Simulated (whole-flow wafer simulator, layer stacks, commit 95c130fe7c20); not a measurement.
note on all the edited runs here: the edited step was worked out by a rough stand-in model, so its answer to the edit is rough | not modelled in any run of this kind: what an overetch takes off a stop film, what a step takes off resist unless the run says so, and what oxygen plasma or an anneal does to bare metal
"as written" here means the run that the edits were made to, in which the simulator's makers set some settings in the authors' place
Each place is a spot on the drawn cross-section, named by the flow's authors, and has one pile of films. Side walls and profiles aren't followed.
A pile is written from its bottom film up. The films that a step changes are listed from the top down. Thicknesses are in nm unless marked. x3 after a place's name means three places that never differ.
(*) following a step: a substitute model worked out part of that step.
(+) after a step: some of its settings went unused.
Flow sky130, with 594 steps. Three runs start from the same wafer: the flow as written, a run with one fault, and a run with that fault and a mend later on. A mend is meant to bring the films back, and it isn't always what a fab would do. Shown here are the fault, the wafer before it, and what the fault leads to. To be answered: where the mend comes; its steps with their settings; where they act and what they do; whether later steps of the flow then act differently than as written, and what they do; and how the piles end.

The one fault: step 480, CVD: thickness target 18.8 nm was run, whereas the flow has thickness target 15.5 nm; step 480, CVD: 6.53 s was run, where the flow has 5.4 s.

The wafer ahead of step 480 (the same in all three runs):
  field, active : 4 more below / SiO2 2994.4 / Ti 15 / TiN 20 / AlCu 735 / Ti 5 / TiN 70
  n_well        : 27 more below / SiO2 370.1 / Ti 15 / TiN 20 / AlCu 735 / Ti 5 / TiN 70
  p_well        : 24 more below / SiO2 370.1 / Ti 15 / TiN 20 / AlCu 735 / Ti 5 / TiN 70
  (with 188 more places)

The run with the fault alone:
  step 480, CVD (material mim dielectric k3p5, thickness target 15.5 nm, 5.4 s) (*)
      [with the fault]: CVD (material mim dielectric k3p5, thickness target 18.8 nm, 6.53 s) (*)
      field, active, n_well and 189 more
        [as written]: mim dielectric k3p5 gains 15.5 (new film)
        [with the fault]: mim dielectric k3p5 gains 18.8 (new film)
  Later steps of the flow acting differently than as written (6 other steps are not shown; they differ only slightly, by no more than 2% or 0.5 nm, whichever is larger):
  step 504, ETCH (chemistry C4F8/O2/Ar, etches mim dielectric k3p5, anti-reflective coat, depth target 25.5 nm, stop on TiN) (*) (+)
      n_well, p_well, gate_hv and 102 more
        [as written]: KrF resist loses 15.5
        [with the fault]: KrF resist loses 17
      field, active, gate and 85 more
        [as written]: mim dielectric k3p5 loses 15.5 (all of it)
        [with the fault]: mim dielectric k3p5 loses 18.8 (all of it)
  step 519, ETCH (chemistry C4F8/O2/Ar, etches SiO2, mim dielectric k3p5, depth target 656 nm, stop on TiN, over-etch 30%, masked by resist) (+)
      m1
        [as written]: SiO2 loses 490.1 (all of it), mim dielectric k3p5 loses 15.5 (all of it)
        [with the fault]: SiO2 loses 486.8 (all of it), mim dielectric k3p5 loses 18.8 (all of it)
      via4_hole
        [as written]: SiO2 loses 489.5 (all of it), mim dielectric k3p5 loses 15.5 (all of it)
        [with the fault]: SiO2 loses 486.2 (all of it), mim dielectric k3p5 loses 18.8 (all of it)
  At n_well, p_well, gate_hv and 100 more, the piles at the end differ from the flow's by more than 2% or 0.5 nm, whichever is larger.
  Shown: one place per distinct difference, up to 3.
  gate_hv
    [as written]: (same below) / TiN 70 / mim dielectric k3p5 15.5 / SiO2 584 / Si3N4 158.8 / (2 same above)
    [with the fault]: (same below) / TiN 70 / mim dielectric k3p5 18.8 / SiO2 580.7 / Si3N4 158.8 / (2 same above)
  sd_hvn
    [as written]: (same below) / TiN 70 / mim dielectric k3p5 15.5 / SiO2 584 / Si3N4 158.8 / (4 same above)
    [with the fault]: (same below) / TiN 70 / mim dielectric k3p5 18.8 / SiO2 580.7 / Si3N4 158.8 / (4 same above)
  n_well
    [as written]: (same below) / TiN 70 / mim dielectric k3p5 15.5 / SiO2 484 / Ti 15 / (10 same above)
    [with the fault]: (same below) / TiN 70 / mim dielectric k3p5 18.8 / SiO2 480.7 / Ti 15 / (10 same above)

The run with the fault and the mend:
  After step 480 comes the mend.
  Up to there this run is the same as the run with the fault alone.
  step 480a, ETCH (chemistry C4F8/O2/Ar, etches mim dielectric k3p5, anti-reflective coat, depth target 3.3 nm) (*) (a further turn of the flow's step 450, with different settings)
      field, active, n_well and 189 more
        mim dielectric k3p5 loses 3.3
  Every later step of the flow that is run acts as written at every place that is followed.
  By the end, the piles equal the flow's at every place that both follow.
